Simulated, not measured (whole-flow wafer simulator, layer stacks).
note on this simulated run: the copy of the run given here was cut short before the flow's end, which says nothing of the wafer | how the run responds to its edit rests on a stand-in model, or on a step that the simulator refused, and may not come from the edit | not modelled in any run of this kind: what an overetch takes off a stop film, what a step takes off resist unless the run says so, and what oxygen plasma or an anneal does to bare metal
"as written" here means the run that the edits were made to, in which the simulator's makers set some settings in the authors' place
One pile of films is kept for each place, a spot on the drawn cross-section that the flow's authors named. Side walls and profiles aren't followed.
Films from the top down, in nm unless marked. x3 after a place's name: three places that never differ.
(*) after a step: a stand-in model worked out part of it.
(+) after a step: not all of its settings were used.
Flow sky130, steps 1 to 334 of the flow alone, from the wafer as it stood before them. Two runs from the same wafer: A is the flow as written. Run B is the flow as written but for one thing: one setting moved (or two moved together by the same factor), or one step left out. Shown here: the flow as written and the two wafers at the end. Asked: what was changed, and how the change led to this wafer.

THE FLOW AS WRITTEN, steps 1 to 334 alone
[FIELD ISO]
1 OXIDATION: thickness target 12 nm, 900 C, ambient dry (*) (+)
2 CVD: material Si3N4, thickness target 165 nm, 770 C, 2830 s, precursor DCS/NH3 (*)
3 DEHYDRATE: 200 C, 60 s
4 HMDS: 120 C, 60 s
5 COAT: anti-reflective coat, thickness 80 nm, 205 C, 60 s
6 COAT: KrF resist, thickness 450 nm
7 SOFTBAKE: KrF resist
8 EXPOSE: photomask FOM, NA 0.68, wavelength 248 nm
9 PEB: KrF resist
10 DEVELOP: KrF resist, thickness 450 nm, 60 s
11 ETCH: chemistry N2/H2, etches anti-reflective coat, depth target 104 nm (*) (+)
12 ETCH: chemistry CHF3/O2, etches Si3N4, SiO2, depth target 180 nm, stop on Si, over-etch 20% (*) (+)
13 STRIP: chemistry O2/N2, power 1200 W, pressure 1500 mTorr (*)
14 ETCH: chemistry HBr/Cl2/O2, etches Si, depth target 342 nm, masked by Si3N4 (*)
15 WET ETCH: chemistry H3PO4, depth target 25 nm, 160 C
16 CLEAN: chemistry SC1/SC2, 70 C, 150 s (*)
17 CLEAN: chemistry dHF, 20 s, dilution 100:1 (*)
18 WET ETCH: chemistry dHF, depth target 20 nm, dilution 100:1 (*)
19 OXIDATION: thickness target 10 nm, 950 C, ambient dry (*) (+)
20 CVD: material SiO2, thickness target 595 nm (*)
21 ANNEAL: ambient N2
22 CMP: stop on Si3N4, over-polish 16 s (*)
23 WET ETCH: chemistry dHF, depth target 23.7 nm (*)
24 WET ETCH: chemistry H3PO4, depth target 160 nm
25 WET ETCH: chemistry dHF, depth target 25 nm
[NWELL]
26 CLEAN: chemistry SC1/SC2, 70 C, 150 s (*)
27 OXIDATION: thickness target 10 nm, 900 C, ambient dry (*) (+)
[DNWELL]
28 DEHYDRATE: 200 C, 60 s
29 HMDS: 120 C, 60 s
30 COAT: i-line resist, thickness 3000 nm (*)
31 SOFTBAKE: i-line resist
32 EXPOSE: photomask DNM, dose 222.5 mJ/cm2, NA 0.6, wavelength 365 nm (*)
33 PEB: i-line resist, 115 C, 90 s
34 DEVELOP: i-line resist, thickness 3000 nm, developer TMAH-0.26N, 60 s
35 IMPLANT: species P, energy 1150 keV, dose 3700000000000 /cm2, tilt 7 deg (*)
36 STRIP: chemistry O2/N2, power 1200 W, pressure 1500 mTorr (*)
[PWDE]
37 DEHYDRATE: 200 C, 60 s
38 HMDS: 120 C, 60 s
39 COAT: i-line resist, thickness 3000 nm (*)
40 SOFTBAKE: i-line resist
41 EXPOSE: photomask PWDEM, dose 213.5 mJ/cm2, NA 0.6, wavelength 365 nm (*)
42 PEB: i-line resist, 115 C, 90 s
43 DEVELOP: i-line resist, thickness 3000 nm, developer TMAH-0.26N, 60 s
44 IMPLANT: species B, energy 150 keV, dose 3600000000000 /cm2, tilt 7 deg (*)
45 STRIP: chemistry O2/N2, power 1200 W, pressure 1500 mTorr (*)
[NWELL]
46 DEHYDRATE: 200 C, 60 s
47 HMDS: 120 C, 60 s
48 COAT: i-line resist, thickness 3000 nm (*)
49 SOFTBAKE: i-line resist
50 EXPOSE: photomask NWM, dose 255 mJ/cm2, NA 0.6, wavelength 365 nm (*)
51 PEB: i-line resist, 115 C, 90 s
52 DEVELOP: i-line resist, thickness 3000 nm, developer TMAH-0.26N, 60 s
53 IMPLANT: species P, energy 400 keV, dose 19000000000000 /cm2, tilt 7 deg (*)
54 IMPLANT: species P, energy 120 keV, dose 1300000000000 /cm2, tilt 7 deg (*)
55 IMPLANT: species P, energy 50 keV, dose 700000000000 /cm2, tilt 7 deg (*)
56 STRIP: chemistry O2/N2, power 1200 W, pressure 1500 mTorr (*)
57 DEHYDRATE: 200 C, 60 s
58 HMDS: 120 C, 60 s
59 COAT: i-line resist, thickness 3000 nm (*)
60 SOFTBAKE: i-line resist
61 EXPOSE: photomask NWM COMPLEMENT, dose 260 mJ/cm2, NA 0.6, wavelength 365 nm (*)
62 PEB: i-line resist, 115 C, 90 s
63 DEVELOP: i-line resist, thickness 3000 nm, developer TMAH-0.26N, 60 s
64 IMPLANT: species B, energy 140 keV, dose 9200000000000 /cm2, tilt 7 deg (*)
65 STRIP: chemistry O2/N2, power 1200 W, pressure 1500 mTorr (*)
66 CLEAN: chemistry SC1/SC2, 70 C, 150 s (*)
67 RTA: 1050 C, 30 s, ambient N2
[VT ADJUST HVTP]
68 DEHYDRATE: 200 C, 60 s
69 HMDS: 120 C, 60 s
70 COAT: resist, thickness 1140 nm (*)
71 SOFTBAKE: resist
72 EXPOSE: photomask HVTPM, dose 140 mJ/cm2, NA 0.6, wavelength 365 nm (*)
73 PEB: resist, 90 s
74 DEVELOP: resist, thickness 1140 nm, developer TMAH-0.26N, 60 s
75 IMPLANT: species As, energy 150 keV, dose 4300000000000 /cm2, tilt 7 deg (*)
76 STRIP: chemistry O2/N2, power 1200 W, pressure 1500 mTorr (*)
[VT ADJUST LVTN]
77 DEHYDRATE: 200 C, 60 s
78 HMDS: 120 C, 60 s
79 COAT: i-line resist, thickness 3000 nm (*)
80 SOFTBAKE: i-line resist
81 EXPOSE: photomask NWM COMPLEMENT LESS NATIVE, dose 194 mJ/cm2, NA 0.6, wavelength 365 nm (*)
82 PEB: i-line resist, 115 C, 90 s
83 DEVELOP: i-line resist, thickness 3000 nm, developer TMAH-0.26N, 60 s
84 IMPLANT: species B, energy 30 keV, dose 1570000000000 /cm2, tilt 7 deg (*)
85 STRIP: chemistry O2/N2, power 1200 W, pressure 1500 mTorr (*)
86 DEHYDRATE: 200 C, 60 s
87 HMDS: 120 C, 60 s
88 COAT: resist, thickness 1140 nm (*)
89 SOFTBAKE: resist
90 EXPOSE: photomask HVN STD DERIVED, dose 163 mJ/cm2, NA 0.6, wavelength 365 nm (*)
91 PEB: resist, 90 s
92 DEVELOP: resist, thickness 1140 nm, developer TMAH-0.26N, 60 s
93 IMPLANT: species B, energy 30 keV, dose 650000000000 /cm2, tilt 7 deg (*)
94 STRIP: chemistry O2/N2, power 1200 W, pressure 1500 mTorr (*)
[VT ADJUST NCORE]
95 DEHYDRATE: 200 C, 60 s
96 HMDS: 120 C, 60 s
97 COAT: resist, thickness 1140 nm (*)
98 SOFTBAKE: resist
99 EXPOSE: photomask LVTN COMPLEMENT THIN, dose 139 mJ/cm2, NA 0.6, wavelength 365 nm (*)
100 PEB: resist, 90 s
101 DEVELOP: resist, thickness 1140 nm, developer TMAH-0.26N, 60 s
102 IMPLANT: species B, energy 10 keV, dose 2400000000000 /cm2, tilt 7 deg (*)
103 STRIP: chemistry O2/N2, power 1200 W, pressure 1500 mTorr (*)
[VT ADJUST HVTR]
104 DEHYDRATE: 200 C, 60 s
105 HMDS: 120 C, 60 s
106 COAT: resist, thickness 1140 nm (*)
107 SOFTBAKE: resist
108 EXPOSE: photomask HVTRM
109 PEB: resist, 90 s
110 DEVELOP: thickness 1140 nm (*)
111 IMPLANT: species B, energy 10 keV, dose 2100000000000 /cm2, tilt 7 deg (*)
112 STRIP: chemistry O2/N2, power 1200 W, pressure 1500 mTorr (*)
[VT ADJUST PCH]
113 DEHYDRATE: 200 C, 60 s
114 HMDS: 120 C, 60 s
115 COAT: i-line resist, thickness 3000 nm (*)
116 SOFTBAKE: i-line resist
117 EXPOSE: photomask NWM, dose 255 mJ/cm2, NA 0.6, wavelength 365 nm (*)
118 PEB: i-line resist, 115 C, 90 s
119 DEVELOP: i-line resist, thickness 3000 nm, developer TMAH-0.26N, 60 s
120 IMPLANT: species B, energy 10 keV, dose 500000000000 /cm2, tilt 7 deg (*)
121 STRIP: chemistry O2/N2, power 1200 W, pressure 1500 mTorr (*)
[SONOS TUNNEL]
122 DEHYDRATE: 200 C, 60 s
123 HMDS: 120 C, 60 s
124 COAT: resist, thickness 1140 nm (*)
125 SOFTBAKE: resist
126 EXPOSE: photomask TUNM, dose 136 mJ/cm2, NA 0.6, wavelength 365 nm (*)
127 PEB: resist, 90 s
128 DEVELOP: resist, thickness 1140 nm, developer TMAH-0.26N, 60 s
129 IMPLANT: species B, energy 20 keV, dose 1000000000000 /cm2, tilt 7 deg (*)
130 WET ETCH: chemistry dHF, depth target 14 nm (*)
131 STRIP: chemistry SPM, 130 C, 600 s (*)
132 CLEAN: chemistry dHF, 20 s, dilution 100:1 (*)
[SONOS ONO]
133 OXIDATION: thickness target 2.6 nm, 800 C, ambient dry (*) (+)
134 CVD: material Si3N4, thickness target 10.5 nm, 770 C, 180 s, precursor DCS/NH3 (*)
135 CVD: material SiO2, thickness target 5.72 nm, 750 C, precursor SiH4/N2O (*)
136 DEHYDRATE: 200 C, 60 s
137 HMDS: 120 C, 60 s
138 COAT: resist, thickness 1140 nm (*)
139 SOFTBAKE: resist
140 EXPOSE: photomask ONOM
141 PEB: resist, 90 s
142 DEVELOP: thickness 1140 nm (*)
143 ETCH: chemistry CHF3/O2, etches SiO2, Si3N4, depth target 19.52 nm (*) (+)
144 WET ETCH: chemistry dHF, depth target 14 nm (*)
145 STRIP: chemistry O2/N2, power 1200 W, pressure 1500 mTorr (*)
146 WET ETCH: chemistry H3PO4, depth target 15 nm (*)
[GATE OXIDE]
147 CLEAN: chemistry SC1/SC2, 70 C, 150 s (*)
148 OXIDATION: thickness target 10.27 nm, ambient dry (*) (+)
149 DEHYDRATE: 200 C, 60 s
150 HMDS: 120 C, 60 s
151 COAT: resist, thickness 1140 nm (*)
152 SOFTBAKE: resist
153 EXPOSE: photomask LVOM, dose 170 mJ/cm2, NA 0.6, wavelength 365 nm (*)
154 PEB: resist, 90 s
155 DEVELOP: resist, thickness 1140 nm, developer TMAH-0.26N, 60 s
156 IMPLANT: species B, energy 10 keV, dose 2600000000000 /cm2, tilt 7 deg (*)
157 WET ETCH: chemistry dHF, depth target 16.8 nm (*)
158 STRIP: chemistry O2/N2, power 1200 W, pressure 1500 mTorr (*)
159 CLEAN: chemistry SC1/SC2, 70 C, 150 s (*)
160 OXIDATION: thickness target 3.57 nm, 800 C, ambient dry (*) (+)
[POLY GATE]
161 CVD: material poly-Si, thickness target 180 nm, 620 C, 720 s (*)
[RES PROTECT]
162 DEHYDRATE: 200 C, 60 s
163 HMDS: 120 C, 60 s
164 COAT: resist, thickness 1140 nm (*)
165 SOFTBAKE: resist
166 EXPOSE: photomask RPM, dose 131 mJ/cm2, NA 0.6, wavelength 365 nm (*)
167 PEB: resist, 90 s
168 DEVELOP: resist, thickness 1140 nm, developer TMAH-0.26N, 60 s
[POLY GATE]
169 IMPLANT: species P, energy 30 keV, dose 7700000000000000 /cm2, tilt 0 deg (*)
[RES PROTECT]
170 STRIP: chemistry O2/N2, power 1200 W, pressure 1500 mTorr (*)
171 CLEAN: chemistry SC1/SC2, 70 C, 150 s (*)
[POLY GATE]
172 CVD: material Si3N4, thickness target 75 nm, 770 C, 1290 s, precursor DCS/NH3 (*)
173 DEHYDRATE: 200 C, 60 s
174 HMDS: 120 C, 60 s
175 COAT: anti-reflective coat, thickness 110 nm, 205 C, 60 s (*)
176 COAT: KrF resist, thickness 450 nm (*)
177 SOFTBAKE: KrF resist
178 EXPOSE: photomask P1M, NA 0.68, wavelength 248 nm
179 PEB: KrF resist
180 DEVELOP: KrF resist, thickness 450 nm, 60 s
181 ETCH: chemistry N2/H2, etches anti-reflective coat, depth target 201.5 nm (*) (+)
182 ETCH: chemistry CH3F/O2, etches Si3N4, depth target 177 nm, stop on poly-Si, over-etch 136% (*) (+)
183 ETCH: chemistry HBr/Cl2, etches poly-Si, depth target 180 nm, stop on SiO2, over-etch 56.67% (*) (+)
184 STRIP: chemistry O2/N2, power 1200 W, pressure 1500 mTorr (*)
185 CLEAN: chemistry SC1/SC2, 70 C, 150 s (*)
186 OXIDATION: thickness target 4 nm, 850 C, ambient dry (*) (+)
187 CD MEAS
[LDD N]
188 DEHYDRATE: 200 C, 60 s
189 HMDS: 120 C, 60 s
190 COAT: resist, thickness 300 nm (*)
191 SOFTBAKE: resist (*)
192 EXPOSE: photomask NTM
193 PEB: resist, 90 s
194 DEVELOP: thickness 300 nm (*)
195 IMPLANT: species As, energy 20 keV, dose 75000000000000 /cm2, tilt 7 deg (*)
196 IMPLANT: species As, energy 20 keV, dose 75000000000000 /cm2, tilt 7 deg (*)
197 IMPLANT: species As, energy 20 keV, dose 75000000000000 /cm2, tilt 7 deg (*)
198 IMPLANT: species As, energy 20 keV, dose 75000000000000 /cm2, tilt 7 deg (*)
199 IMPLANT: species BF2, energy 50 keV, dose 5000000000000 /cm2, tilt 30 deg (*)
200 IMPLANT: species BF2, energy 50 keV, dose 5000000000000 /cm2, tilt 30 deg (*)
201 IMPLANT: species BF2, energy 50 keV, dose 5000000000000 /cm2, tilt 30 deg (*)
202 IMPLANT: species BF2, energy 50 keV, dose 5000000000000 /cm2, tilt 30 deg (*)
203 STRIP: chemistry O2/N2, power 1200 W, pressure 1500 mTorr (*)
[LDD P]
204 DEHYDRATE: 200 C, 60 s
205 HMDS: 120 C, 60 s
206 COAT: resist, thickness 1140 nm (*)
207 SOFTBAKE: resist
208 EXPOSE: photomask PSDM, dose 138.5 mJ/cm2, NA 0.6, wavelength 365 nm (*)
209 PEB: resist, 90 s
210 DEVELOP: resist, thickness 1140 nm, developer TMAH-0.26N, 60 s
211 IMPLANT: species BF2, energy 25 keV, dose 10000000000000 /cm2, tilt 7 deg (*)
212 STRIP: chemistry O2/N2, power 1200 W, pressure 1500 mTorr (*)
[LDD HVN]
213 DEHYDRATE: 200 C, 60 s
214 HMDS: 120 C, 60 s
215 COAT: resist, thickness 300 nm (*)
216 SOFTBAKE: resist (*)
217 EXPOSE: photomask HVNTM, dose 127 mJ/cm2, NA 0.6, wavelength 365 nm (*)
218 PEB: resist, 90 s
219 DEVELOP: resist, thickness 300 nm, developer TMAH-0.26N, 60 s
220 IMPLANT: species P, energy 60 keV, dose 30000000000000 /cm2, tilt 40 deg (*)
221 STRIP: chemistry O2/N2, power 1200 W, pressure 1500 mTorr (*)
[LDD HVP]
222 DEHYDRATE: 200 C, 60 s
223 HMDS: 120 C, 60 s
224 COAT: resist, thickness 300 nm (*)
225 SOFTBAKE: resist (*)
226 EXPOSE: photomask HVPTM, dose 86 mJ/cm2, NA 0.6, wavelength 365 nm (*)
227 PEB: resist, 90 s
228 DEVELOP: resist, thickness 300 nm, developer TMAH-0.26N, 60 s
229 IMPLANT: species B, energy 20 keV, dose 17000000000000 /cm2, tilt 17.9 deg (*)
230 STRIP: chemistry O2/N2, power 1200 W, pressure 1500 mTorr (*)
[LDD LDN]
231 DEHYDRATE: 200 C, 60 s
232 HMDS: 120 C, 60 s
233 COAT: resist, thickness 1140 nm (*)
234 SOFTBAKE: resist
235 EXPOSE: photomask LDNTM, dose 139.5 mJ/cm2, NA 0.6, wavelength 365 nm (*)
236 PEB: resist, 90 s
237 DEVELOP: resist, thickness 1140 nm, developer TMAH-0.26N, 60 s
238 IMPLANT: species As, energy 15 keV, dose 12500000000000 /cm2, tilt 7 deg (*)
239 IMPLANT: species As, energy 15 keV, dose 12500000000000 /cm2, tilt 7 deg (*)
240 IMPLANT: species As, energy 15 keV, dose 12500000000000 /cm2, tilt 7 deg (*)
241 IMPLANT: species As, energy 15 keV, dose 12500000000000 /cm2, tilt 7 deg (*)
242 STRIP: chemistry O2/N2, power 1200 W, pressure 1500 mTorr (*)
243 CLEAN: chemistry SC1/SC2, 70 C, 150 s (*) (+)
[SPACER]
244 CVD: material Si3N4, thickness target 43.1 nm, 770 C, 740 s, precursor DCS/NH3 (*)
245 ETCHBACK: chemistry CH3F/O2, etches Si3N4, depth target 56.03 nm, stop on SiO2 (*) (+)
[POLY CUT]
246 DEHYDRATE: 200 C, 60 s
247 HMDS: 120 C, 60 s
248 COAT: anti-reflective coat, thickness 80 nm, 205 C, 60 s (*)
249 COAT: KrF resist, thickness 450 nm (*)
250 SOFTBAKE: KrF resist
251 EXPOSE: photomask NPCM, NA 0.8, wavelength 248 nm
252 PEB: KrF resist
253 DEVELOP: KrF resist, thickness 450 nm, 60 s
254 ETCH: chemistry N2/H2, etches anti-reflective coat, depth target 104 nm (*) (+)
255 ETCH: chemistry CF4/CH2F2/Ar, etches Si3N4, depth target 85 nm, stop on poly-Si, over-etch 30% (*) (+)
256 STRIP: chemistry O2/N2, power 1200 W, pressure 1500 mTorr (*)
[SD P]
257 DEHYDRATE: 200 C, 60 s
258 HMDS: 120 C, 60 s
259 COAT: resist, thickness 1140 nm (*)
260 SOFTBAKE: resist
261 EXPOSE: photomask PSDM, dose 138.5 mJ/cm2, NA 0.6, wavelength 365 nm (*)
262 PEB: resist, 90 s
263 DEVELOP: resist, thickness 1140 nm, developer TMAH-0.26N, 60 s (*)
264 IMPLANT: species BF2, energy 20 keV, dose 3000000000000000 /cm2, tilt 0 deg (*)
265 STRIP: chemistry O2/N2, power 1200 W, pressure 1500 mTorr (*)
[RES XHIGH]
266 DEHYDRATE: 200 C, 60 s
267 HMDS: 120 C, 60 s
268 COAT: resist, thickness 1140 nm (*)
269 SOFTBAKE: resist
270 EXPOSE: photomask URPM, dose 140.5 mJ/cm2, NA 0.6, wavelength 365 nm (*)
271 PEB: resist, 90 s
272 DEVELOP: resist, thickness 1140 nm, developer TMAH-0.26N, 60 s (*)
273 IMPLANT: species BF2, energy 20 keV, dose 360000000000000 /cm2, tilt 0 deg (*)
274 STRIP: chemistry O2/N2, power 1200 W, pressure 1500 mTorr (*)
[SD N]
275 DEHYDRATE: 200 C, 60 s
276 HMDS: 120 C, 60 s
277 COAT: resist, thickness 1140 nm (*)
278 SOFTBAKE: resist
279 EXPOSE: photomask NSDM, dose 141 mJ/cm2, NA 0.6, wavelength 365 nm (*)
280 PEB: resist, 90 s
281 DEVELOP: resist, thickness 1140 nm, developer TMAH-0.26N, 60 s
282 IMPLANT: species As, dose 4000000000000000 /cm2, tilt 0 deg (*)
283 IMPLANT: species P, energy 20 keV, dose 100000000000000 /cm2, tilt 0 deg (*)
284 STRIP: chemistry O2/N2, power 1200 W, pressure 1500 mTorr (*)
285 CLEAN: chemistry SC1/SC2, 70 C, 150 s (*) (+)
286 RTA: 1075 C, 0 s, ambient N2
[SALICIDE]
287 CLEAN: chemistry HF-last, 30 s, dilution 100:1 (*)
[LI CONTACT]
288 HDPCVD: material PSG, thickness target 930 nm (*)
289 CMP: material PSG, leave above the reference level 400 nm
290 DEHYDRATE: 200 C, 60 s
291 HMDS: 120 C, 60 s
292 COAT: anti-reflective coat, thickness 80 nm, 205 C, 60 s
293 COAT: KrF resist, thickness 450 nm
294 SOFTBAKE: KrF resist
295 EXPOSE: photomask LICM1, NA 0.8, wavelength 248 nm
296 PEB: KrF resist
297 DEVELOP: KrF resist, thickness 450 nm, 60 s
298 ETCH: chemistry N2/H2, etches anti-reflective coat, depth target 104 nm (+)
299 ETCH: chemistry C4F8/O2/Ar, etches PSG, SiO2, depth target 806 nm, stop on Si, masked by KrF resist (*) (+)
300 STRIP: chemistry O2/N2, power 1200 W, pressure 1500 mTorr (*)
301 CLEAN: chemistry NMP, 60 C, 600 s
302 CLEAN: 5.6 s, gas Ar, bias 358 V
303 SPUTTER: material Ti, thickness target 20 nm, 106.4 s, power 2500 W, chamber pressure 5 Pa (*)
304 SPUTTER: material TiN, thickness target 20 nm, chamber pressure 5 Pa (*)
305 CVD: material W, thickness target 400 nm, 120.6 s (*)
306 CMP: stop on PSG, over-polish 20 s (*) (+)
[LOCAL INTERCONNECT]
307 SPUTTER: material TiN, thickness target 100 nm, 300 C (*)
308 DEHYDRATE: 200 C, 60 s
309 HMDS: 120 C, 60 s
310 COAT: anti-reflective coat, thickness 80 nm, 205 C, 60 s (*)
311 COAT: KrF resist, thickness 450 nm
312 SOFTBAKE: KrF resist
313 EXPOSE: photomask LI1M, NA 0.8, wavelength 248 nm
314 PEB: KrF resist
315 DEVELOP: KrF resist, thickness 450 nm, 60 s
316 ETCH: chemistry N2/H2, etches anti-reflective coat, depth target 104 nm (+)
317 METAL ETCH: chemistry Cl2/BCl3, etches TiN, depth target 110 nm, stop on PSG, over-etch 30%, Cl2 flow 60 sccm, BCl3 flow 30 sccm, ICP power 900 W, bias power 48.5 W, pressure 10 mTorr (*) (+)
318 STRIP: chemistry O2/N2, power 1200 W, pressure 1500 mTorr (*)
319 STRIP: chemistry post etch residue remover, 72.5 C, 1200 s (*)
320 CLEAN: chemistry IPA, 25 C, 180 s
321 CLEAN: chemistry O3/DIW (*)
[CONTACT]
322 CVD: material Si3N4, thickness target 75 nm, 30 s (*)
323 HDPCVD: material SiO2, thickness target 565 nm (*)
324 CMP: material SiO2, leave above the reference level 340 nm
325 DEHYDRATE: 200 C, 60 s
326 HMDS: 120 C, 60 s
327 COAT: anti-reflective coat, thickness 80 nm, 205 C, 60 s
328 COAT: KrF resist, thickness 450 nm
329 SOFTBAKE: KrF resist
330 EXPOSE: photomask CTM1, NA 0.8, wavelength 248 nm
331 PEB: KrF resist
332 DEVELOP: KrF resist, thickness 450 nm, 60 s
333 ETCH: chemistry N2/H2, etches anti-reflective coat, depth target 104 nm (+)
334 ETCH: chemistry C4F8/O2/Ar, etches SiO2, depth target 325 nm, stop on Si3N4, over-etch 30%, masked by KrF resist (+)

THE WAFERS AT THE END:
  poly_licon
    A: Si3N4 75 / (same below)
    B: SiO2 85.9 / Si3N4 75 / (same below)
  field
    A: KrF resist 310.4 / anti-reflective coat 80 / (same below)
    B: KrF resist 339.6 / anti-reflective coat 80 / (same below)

The cause: step 334, ETCH: depth target 179 nm was run, where the flow has depth target 325 nm.

How the change led to this, step by step:
  334 ETCH: chemistry C4F8/O2/Ar, etches SiO2, depth target 325 nm, stop on Si3N4, over-etch 30%, masked by KrF resist (+)
      poly_licon, ndiff_licon, ndiff_licon_cpp, rpo_hd_licon: A SiO2 -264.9 (all of it) | B SiO2 -179
      field, active, n_well and 184 more: A KrF resist -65 | B KrF resist -35.8
